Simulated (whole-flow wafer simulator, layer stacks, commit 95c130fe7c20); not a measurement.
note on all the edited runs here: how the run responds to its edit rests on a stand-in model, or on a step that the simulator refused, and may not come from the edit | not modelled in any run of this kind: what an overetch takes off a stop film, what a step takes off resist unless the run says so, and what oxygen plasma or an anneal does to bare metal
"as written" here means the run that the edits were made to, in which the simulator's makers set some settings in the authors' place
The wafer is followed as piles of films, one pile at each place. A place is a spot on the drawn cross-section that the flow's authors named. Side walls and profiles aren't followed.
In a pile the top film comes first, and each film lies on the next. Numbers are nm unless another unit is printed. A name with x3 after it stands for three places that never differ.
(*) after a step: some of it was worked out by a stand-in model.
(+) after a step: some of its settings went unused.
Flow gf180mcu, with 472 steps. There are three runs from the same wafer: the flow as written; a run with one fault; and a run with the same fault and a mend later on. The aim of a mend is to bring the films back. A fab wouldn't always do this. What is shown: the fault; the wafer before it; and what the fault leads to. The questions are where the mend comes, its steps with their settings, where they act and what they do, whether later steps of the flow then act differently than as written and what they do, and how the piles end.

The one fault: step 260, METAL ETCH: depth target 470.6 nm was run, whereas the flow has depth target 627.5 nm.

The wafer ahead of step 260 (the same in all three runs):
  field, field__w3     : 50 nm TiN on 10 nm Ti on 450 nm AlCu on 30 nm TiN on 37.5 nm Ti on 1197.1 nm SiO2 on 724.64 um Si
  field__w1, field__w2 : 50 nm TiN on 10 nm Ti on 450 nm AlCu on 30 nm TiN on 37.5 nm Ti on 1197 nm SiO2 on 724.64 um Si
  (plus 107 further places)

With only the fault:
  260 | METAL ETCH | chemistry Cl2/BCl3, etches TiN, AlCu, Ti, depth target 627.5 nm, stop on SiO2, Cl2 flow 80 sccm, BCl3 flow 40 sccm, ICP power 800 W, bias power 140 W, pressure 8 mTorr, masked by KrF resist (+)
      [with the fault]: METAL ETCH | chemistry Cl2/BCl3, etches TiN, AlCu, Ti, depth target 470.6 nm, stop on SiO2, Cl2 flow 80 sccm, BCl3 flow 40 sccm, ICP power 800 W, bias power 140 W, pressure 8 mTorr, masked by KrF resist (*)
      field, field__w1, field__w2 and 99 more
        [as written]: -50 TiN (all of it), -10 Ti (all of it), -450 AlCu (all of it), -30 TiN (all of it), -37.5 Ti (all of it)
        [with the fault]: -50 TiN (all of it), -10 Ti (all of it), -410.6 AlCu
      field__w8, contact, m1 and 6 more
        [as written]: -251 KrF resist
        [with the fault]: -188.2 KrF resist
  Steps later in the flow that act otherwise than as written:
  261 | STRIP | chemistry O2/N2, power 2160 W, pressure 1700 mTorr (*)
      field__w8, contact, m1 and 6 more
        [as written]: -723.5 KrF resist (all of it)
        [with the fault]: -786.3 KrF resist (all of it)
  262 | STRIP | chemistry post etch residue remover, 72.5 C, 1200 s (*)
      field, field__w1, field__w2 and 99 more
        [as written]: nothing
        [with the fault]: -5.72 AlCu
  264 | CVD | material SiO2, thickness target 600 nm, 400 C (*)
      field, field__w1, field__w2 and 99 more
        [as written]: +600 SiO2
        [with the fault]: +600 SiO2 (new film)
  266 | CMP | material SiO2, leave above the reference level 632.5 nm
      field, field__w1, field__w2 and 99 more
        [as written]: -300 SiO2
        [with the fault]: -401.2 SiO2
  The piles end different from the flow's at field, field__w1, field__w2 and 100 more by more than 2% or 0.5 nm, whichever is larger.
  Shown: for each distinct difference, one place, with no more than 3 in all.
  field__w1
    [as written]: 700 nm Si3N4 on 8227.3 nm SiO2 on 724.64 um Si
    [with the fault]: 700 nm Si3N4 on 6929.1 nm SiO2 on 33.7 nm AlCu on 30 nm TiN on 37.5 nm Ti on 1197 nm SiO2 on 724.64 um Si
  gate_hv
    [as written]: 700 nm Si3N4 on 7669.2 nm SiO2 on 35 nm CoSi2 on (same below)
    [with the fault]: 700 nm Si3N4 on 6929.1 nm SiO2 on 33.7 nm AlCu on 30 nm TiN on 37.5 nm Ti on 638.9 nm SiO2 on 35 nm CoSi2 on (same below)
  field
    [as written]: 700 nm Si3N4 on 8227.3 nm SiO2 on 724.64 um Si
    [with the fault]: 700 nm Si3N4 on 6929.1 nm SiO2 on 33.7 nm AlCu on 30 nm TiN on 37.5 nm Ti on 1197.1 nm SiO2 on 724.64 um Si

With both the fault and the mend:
  After step 260 comes the mend.
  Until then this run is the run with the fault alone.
  260a | METAL ETCH | chemistry Cl2/BCl3, etches TiN, AlCu, Ti, depth target 156.9 nm, stop on SiO2, Cl2 flow 80 sccm, BCl3 flow 40 sccm, ICP power 800 W, bias power 140 W, pressure 8 mTorr, masked by KrF resist (+) (a further turn of the flow's step 260, with different settings)
      field, field__w1, field__w2 and 99 more
        -39.4 AlCu (all of it), -30 TiN (all of it), -37.5 Ti (all of it)
      field__w8, contact, m1 and 6 more
        -62.8 KrF resist
  Every later step of the flow that is run acts as written at every place that is followed.
  The piles end the same as the flow's at every place that both follow.
